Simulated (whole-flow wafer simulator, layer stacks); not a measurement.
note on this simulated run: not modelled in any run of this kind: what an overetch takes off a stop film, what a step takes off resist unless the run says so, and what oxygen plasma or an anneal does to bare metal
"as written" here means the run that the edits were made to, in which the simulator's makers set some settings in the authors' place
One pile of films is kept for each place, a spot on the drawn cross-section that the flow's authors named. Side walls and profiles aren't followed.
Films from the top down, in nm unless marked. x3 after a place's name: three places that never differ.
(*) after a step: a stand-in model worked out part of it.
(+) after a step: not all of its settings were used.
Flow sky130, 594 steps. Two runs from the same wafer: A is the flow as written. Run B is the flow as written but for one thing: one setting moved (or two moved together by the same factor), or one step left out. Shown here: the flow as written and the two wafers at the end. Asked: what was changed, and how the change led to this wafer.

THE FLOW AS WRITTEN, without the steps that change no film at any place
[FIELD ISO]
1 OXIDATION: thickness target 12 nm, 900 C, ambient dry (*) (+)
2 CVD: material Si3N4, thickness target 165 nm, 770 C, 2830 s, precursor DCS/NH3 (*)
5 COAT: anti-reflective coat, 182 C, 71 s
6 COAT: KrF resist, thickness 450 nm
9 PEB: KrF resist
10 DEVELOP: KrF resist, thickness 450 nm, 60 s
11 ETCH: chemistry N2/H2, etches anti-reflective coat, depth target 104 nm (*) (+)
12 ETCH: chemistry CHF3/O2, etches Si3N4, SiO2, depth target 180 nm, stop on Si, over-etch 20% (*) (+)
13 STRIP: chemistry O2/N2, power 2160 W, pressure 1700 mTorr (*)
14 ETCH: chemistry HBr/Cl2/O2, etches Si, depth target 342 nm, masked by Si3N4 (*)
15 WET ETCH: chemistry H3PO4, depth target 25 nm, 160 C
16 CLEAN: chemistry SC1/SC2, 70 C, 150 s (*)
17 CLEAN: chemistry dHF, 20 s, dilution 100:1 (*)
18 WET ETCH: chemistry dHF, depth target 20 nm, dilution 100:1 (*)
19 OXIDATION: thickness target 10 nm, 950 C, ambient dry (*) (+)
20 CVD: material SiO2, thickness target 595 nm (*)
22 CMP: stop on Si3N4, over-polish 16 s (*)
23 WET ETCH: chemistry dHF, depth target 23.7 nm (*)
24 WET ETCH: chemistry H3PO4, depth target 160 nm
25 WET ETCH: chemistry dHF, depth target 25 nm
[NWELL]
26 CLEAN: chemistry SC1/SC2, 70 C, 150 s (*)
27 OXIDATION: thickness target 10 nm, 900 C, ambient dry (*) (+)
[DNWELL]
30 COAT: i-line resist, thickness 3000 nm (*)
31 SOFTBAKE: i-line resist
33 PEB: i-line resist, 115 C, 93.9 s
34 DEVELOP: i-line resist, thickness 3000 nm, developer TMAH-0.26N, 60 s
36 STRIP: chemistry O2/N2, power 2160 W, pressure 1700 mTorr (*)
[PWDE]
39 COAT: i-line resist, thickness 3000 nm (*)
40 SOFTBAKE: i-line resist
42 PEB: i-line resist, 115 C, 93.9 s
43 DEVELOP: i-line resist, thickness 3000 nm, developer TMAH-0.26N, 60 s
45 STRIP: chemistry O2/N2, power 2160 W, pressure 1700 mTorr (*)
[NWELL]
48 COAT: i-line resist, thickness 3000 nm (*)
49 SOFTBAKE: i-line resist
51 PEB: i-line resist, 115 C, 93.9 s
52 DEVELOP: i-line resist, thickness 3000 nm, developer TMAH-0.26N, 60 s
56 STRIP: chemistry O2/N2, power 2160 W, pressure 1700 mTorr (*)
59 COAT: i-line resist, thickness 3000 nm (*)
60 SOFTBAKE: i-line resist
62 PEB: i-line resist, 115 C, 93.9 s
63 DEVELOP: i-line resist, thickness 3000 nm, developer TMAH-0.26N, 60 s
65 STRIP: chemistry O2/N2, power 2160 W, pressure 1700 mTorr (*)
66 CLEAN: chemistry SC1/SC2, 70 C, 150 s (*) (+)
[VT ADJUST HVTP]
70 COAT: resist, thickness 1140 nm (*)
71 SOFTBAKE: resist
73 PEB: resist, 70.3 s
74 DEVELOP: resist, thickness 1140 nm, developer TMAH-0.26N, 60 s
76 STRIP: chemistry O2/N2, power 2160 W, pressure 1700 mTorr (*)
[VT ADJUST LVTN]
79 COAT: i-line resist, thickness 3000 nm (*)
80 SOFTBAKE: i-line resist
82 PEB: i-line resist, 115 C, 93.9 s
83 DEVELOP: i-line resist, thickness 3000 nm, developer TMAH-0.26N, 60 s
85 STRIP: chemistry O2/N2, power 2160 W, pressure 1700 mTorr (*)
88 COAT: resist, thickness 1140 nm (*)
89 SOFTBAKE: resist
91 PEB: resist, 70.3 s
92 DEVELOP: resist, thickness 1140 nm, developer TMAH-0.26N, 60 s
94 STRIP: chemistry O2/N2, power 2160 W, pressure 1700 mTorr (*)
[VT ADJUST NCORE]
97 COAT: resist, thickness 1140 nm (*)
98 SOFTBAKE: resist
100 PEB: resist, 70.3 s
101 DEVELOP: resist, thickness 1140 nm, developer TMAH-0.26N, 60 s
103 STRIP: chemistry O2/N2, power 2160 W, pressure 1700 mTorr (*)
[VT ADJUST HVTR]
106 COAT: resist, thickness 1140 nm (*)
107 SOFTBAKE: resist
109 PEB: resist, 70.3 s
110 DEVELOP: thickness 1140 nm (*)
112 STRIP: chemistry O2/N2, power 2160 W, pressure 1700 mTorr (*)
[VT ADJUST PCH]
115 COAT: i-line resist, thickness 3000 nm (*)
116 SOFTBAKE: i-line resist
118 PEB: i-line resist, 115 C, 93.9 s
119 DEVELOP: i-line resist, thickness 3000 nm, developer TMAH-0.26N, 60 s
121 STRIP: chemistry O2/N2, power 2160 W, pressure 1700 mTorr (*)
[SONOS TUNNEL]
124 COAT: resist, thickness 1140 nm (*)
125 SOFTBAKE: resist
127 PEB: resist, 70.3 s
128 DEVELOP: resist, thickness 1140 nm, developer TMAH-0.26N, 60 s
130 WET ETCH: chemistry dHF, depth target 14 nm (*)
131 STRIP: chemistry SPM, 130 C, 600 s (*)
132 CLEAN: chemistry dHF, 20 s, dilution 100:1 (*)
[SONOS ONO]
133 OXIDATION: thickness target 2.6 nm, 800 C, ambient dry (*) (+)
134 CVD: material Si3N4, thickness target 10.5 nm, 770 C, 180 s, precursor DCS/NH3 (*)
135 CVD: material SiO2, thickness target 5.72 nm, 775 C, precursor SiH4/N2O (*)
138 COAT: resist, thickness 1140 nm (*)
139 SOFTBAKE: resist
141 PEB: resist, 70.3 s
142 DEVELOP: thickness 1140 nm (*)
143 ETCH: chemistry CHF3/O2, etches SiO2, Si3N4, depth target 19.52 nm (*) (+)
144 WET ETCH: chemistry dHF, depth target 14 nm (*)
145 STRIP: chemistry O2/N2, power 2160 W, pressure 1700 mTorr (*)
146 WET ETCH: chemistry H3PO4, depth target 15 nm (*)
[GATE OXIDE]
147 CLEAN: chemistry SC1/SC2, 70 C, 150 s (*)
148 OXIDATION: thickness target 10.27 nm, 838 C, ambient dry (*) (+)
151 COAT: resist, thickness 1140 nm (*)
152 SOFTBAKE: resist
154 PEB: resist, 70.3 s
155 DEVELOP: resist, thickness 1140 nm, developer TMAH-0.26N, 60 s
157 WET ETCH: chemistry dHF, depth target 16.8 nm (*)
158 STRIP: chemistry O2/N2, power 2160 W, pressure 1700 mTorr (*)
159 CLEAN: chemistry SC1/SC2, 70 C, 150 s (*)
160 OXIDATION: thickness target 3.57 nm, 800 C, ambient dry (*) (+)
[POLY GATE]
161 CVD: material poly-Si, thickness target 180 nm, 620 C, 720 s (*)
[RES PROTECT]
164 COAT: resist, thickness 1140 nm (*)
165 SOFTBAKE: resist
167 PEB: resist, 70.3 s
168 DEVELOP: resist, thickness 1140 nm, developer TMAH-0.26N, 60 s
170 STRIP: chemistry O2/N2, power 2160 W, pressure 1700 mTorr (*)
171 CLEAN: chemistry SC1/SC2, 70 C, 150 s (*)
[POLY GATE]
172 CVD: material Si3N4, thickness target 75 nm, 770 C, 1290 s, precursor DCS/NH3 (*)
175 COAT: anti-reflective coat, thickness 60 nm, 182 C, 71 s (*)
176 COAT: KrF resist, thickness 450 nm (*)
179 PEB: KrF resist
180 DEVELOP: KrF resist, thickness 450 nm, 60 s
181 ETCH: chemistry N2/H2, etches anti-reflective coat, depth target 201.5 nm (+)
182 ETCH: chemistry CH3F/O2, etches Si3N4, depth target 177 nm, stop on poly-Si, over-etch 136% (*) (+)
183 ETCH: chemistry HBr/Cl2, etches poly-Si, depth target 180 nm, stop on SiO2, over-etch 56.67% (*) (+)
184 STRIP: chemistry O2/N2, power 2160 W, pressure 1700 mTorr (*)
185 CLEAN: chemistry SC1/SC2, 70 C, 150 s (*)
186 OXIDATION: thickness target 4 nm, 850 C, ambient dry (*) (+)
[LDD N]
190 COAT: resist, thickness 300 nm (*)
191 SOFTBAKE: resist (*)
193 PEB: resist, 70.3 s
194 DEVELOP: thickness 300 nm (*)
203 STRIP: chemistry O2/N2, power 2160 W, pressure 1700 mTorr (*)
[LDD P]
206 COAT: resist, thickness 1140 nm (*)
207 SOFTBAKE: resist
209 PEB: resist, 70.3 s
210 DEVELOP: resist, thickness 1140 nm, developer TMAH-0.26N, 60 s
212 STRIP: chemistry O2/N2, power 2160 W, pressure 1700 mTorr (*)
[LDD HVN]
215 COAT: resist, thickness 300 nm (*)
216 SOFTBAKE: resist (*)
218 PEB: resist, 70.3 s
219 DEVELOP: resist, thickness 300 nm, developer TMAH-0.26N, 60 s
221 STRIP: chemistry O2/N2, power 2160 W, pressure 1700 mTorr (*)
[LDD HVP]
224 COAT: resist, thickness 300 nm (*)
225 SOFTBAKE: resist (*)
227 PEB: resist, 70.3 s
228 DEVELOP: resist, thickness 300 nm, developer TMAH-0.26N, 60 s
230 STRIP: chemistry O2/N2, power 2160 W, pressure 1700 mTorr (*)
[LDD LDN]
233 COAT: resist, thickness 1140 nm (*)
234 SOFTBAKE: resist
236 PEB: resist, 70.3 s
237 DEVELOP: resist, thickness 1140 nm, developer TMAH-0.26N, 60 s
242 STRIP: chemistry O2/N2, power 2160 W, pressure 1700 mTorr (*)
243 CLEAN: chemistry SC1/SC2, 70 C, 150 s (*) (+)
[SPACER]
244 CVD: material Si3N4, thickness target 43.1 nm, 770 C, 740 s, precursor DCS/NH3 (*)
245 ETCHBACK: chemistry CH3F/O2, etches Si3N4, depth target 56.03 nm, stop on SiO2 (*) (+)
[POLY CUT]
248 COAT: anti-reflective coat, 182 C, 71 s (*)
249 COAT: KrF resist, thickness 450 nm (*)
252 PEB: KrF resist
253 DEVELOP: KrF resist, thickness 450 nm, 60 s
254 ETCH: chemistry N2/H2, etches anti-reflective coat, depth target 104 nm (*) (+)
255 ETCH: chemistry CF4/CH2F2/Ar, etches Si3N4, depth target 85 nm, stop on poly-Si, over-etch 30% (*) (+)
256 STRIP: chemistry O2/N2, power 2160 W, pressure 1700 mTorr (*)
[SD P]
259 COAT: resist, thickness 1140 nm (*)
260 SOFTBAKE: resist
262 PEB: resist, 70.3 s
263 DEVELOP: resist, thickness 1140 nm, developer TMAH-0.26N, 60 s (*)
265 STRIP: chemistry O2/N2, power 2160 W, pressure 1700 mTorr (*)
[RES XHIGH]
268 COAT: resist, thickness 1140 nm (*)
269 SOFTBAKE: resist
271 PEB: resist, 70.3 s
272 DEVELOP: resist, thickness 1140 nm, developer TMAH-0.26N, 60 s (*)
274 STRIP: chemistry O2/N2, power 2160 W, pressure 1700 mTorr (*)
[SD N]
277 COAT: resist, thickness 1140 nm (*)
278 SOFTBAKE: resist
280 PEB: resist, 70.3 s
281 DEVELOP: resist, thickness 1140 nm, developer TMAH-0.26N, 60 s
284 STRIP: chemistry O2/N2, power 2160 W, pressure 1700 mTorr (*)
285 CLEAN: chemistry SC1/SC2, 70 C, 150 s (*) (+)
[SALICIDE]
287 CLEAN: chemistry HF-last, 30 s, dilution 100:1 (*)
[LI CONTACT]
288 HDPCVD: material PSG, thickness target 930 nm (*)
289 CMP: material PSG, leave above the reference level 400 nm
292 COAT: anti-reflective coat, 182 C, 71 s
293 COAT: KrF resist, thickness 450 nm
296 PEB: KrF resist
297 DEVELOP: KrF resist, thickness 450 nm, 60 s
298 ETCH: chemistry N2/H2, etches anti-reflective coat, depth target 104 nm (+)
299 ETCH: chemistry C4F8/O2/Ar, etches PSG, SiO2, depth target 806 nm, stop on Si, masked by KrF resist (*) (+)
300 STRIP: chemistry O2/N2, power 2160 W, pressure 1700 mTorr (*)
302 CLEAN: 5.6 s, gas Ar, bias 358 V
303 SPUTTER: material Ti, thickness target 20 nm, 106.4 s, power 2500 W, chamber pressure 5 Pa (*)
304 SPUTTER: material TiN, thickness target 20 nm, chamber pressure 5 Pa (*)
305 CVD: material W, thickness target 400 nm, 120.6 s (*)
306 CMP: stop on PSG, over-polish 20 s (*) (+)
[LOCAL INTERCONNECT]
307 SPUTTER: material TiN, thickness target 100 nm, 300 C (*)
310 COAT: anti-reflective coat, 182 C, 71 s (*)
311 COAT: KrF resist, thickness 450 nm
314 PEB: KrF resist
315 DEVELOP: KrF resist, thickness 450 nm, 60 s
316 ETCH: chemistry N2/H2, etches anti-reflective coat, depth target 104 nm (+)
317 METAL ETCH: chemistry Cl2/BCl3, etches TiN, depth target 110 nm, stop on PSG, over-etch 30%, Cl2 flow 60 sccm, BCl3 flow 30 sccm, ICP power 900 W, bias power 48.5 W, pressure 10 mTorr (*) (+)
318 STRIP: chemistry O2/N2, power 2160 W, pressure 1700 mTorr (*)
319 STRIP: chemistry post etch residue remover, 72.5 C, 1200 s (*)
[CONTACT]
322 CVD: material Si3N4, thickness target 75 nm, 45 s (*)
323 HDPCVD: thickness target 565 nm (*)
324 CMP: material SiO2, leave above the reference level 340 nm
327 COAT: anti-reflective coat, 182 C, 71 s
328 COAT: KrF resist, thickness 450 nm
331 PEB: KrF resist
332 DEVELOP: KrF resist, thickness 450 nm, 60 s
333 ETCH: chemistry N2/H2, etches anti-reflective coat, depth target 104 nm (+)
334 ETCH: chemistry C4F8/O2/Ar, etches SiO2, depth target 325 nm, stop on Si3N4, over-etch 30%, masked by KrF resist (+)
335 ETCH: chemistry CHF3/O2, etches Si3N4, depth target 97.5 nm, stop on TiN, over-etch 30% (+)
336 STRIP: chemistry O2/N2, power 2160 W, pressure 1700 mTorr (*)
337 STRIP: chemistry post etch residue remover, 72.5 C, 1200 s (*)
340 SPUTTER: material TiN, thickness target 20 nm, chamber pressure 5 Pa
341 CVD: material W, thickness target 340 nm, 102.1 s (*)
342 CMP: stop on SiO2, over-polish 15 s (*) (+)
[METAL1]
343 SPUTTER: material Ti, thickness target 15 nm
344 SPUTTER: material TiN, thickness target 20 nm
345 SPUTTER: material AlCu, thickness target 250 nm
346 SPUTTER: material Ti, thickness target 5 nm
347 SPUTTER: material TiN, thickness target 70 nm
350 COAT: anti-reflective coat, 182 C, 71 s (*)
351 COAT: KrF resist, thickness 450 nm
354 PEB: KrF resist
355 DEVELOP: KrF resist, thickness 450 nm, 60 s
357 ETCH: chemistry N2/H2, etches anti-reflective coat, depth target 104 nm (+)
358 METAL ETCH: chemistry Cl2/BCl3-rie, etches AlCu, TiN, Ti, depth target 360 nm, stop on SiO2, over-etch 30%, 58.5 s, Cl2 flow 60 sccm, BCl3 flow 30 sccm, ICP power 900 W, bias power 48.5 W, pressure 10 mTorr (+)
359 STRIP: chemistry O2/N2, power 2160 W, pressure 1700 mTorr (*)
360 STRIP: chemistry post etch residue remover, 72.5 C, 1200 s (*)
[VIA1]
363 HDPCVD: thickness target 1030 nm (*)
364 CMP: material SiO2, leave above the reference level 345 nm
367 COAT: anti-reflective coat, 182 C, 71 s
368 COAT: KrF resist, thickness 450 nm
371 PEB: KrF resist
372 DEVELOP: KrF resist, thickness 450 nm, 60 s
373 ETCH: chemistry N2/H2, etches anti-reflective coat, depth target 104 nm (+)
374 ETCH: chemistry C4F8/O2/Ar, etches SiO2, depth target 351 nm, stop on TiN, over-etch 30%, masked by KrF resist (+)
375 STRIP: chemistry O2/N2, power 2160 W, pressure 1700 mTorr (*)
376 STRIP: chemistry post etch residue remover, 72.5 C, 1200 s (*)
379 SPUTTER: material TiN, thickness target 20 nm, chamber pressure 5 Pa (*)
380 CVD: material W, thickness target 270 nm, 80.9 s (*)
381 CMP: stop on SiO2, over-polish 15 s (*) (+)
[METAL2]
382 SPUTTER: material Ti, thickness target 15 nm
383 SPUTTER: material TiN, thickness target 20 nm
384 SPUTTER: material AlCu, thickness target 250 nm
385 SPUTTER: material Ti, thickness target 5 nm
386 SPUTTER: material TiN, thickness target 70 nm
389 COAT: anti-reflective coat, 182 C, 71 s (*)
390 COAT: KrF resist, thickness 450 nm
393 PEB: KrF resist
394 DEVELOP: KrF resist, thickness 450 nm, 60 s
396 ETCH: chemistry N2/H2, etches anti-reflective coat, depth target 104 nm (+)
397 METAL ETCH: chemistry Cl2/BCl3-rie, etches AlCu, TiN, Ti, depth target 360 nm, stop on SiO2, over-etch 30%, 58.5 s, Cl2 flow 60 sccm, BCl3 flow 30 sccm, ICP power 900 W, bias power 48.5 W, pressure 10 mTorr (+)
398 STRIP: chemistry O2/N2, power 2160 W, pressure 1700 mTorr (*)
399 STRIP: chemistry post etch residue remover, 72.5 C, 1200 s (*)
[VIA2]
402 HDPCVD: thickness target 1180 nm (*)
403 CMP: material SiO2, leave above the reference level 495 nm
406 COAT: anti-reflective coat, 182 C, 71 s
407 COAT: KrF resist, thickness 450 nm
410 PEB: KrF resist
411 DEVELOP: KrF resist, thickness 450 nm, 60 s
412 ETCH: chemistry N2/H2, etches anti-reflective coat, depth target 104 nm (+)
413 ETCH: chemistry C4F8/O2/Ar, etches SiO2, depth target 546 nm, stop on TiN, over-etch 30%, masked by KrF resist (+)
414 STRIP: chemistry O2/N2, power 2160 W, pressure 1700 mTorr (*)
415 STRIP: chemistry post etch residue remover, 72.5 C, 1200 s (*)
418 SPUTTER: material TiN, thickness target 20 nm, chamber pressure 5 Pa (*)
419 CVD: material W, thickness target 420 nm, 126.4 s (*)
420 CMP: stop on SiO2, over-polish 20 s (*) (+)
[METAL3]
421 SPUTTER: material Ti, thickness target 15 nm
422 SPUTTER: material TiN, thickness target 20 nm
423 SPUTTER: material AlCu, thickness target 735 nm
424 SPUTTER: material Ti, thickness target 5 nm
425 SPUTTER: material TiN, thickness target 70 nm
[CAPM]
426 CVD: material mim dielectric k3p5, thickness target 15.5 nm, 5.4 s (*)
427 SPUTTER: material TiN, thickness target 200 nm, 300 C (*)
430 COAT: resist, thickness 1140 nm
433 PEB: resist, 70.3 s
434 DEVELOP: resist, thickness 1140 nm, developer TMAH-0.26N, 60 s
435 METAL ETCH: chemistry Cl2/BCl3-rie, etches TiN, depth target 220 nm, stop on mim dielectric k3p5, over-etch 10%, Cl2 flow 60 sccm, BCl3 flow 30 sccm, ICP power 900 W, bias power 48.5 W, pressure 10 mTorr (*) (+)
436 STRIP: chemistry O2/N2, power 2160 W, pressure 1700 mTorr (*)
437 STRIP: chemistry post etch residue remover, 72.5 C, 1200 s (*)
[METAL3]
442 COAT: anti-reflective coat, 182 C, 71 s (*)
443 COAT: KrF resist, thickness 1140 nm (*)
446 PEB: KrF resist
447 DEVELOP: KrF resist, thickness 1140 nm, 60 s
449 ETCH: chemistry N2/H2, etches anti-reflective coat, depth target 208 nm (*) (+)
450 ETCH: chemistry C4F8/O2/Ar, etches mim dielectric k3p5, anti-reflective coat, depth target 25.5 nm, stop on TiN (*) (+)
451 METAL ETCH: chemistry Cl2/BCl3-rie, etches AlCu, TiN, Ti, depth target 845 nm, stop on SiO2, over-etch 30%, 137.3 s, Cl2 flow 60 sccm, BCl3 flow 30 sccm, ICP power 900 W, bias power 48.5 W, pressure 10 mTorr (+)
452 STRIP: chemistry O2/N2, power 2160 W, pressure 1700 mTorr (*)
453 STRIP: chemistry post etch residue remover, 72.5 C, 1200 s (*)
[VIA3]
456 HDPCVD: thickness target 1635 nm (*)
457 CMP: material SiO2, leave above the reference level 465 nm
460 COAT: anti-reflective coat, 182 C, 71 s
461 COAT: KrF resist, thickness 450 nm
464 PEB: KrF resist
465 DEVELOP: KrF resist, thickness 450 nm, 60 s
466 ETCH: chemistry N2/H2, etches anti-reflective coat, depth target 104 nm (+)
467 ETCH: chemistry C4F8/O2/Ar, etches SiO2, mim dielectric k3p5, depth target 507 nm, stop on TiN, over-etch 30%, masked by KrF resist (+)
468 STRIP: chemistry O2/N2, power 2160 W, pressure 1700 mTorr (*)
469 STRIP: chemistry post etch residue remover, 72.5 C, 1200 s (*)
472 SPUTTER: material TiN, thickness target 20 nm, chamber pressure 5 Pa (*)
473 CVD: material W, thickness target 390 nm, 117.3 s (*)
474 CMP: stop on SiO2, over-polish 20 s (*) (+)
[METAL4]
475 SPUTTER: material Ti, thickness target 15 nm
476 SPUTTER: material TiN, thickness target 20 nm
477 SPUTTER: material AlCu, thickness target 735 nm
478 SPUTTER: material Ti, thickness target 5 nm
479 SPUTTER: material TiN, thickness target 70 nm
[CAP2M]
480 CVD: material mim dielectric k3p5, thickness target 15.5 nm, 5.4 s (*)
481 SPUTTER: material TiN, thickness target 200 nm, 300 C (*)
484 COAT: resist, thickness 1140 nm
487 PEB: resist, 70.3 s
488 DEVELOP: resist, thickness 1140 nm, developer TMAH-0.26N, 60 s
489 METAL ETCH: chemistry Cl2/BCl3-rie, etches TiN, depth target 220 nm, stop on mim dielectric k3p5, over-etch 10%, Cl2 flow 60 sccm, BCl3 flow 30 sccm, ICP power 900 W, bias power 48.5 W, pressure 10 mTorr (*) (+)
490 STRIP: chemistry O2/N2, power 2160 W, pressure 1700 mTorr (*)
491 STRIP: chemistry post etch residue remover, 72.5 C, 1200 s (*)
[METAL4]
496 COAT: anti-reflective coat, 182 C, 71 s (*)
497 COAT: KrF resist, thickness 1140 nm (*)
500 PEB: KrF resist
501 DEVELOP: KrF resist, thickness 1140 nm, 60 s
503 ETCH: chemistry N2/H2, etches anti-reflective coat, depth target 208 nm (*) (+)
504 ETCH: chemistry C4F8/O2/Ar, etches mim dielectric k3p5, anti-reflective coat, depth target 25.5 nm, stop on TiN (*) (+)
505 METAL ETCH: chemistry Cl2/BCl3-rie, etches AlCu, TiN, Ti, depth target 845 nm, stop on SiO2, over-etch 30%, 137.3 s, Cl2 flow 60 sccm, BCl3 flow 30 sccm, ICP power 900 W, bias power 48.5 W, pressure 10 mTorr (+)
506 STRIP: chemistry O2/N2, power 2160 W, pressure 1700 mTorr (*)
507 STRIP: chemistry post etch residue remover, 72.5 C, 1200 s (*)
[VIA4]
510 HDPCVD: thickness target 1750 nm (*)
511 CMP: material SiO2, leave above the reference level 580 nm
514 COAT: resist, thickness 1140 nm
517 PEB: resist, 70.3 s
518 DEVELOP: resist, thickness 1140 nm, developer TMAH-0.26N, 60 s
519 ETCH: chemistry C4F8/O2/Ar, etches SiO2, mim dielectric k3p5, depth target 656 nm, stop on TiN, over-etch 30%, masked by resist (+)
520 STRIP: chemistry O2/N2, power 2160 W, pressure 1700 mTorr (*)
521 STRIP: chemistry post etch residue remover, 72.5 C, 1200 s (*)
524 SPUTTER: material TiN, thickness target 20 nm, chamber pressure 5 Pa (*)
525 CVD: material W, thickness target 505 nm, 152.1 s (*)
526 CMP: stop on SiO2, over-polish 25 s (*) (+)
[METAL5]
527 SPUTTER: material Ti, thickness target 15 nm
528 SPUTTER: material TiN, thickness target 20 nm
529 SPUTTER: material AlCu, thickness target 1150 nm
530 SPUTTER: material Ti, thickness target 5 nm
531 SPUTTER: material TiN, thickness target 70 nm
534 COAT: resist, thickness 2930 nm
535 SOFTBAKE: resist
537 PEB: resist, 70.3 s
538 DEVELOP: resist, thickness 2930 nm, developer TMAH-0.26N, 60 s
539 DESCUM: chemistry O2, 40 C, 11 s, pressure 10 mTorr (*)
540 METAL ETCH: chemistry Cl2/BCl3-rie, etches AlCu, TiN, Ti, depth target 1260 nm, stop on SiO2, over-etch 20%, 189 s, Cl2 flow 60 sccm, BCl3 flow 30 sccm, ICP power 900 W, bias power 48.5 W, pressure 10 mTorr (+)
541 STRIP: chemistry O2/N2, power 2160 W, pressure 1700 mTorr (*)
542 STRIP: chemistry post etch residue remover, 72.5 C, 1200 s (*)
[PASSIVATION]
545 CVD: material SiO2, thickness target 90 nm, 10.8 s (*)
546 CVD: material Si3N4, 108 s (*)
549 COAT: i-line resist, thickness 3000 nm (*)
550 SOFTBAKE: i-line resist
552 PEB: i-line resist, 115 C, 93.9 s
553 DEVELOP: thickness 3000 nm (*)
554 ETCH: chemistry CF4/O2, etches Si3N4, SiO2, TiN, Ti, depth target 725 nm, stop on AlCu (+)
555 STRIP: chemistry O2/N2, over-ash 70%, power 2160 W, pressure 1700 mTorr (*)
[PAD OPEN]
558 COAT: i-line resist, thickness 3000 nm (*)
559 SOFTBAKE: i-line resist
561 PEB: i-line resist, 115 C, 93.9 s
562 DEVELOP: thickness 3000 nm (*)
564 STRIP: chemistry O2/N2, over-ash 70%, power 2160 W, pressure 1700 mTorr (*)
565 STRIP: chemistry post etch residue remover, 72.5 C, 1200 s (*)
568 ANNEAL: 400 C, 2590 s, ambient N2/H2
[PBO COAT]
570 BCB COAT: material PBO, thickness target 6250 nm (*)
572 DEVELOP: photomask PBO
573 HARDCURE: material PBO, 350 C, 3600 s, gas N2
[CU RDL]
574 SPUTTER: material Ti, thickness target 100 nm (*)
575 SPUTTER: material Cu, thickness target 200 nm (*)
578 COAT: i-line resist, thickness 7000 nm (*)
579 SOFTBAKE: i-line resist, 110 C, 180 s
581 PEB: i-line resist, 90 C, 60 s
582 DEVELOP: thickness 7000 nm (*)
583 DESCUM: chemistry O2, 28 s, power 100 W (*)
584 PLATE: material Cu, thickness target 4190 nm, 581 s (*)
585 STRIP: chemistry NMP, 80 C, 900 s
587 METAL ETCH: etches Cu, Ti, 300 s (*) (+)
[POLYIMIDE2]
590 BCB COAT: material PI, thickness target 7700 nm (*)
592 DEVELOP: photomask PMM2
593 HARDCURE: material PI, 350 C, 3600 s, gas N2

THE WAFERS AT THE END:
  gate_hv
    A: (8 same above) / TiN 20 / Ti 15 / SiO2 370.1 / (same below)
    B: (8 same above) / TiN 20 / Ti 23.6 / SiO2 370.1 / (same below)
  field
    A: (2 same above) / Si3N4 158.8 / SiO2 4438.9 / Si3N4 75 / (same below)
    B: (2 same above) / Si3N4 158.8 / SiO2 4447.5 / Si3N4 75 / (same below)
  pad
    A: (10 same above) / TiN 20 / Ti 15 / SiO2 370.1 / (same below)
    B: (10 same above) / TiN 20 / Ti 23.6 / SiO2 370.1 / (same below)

The cause: step 475, SPUTTER: thickness target 23.6 nm was run, where the flow has thickness target 15 nm.
It can be read off the wafer: gate_hv has Ti 23.6, and step 475 as written asks for 15 nm.

How the change led to this, step by step:
  475 SPUTTER: material Ti, thickness target 15 nm
      field, active, n_well and 189 more: A Ti +15 (new film) | B Ti +23.6 (new film)
  505 METAL ETCH: chemistry Cl2/BCl3-rie, etches AlCu, TiN, Ti, depth target 845 nm, stop on SiO2, over-etch 30%, 137.3 s, Cl2 flow 60 sccm, BCl3 flow 30 sccm, ICP power 900 W, bias power 48.5 W, pressure 10 mTorr (+)
      field, gate, spacer and 68 more: A TiN -70 (all of it), Ti -5 (all of it), AlCu -735 (all of it), TiN -20 (all of it), Ti -15 (all of it), SiO2 -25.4 | B TiN -70 (all of it), Ti -5 (all of it), AlCu -735 (all of it), TiN -20 (all of it), Ti -23.6 (all of it), SiO2 -24.5
      active, vpp_iso1, mim_edge_plate and 14 more: A TiN -70 (all of it), Ti -5 (all of it), AlCu -735 (all of it), TiN -20 (all of it), Ti -15 (all of it), SiO2 -25.3 | B TiN -70 (all of it), Ti -5 (all of it), AlCu -735 (all of it), TiN -20 (all of it), Ti -23.6 (all of it), SiO2 -24.5
  511 CMP: material SiO2, leave above the reference level 580 nm
      field, active, gate and 77 more: A SiO2 -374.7 | B SiO2 -366.9
      iso_guard__w1, mim_edge_gap, vpp_l1ln, vpp_m3ln, rpm_encl, via2_enc, rpm_encl_psd, iso_guard_nsd_tip: A SiO2 -374.6 | B SiO2 -366.9
